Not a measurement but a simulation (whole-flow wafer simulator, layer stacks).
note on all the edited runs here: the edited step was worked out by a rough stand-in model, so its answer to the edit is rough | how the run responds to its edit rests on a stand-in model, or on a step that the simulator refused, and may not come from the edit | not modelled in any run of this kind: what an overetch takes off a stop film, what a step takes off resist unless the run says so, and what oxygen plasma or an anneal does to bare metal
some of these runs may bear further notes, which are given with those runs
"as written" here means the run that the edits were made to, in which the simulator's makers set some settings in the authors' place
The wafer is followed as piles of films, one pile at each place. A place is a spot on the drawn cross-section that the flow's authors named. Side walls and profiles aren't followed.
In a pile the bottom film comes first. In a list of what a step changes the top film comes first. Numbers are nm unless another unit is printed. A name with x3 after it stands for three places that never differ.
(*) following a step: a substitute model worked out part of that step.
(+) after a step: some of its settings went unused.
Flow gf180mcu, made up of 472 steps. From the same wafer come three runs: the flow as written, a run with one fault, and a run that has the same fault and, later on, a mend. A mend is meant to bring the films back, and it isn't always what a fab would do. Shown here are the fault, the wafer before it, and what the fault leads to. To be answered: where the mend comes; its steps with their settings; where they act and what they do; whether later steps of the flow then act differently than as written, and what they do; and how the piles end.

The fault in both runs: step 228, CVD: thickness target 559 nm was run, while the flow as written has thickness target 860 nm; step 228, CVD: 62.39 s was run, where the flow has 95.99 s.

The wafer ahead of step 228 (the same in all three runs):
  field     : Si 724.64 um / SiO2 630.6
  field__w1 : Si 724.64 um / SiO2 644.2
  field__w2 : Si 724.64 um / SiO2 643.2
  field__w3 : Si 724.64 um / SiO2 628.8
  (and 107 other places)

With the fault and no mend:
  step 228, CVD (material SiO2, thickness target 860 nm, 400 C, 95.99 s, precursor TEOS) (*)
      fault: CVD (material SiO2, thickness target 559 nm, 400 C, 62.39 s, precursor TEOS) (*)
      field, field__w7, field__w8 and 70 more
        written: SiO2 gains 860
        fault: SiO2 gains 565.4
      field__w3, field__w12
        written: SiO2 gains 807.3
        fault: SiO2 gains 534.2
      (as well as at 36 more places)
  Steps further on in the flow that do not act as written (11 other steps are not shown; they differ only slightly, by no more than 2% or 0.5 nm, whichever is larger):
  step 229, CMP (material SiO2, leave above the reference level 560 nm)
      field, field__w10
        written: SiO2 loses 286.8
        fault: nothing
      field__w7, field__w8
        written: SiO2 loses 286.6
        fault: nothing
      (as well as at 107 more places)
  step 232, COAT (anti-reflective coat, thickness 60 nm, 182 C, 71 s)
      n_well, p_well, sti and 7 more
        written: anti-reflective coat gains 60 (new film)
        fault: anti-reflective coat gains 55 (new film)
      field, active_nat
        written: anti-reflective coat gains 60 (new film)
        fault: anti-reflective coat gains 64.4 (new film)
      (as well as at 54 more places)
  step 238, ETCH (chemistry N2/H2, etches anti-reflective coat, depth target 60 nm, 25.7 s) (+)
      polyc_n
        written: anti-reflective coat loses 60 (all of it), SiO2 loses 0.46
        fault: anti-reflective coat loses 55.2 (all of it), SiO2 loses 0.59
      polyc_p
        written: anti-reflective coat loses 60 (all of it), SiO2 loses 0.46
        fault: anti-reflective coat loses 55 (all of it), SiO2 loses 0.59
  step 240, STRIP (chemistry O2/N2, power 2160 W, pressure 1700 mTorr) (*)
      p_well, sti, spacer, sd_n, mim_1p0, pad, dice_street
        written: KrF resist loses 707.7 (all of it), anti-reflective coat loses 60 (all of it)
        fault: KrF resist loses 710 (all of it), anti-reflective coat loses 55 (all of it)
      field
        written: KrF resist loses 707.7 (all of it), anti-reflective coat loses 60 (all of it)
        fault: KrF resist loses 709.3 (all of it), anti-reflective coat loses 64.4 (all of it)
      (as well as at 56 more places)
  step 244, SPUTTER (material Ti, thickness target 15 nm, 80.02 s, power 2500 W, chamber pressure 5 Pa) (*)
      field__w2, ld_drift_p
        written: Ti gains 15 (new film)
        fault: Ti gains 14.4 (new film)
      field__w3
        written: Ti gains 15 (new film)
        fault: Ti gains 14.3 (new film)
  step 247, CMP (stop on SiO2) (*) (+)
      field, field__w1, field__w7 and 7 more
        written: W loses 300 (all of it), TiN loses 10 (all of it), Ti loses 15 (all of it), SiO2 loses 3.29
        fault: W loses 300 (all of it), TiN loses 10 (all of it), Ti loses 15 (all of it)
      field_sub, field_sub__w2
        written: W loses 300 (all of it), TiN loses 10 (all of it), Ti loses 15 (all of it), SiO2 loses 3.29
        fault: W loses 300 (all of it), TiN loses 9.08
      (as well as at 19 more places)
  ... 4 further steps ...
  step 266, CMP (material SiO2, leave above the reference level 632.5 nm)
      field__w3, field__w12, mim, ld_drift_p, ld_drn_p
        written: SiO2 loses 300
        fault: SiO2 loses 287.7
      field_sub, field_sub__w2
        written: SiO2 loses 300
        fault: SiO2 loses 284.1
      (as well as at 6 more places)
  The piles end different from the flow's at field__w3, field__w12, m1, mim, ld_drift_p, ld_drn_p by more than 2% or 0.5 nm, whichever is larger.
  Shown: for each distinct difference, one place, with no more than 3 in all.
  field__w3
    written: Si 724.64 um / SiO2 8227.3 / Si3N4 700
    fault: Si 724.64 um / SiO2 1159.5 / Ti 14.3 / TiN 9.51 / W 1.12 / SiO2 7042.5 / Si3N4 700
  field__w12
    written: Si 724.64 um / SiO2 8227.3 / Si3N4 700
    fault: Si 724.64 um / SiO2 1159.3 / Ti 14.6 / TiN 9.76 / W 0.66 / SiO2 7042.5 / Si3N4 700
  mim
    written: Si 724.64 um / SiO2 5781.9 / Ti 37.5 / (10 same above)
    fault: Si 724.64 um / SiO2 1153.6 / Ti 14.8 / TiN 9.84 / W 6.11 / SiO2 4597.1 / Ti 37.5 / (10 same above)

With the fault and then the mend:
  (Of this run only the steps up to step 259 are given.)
  After step 228 comes the mend.
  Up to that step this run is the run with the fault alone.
  step 228a, CVD (material SiO2, thickness target 301 nm, 400 C, 33.6 s, precursor TEOS) (*) (a further turn of the flow's step 228, with different settings)
      field, field__w7, field__w8 and 72 more
        SiO2 gains 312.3
      field__w1, contact, active_hv
        SiO2 gains 306.5
      field_sub__w1, field_sub__w4, field_sub__w5
        SiO2 gains 304.2
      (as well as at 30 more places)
  Steps further on in the flow that do not act as written (6 other steps are not shown; they differ only slightly, by no more than 2% or 0.5 nm, whichever is larger):
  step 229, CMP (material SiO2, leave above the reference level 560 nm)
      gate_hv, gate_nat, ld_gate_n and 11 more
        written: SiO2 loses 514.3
        mend: SiO2 loses 532.1
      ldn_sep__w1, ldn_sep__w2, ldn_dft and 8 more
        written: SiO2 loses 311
        mend: SiO2 loses 328.8
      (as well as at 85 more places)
  Once step 259 is done, the piles differ only a little from the flow's at the places that both follow, at most by 2% or 0.5 nm, whichever is larger.
